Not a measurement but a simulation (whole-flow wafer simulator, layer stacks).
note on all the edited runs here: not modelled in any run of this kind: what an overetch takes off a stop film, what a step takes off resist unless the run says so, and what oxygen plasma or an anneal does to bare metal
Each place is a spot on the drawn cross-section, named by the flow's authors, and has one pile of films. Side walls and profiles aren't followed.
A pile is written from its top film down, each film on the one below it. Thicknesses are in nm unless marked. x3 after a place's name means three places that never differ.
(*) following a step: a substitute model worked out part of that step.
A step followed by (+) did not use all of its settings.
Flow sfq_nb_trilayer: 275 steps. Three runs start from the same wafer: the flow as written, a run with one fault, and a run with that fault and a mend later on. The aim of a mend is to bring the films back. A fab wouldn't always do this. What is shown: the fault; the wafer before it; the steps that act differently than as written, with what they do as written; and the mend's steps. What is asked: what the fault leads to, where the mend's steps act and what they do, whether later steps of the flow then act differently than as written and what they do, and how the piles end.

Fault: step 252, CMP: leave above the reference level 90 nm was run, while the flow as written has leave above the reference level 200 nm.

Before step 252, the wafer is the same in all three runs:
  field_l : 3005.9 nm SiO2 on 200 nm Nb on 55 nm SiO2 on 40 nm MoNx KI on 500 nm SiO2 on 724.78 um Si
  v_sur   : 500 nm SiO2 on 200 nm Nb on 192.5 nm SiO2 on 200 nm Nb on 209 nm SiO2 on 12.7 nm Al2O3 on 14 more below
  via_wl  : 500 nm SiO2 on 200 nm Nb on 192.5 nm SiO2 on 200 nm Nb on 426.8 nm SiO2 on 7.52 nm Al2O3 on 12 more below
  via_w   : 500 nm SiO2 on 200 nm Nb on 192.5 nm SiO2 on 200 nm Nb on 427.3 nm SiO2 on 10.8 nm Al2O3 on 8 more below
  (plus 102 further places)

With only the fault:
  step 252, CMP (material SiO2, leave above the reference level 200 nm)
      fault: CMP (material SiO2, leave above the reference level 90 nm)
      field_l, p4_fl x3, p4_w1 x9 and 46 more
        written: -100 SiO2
        fault: -210 SiO2
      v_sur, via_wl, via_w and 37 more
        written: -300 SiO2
        fault: -410 SiO2
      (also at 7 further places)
  Steps later in the flow that act otherwise than as written (not shown: 2 more steps that differ only slightly, by at most 2% or 0.5 nm, whichever is larger):
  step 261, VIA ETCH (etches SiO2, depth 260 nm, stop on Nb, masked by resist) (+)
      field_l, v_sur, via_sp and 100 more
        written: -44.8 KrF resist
        fault: -23.2 KrF resist
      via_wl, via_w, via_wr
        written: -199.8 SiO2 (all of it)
        fault: -89.8 SiO2 (all of it)
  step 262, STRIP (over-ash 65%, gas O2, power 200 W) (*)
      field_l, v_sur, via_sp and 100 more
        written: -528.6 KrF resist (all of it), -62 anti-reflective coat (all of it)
        fault: -550.2 KrF resist (all of it), -62 anti-reflective coat (all of it)
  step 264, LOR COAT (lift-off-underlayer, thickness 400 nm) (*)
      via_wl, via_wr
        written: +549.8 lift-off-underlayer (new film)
        fault: +467.4 lift-off-underlayer (new film)
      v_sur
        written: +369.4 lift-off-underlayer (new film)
        fault: +386.2 lift-off-underlayer (new film)
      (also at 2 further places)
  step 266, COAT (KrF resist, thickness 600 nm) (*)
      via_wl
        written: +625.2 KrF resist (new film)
        fault: +611.3 KrF resist (new film)
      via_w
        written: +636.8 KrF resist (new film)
        fault: +616.6 KrF resist (new film)
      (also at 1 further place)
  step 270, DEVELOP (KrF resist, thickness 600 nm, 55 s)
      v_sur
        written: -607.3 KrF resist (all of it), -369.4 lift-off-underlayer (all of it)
        fault: -602.6 KrF resist (all of it), -386.2 lift-off-underlayer (all of it)
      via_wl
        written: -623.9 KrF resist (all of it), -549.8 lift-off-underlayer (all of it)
        fault: -610 KrF resist (all of it), -467.4 lift-off-underlayer (all of it)
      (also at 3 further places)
  At field_l, v_sur, via_sp and 100 more, the piles at the end differ from the flow's by more than 2% or 0.5 nm, whichever is larger.
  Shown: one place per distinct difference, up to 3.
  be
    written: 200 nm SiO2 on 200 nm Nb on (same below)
    fault: 90 nm SiO2 on 200 nm Nb on (same below)
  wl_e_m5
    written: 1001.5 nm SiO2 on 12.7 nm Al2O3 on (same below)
    fault: 891.5 nm SiO2 on 12.7 nm Al2O3 on (same below)
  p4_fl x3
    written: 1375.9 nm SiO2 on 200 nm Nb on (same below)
    fault: 1265.9 nm SiO2 on 200 nm Nb on (same below)

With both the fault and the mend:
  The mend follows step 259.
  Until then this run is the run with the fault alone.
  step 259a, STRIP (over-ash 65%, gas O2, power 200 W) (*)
      field_l, v_sur, via_sp and 100 more
        -625.1 KrF resist (all of it), -62 anti-reflective coat (all of it)
      via_wl, via_w, via_wr
        -62 anti-reflective coat (all of it)
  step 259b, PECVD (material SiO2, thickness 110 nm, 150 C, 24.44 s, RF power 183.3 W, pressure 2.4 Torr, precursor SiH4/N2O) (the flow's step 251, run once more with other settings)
      field_l, v_sur, via_wl and 103 more
        +110 SiO2
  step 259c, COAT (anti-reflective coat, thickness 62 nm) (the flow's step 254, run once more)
      field_l, v_sur, via_wl and 103 more
        +62 anti-reflective coat (new film)
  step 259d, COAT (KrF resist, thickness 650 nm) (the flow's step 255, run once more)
      field_l, v_sur, via_wl and 103 more
        +650 KrF resist (new film)
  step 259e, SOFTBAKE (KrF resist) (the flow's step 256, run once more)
      does not change any film at any place that is followed
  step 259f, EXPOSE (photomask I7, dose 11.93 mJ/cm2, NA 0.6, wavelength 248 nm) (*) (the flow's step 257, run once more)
      does not change any film at any place that is followed
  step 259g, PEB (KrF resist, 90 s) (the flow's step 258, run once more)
      field_l, v_sur, via_wl and 103 more
        -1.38 KrF resist
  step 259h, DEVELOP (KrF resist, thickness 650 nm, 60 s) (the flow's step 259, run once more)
      field_l, v_sur, via_sp and 100 more
        -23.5 KrF resist
      via_wl, via_w, via_wr
        -648.6 KrF resist (all of it)
  Later steps of the flow that are run all act as written at every place that is followed.
  By the end, the piles equal the flow's at every place that both follow.
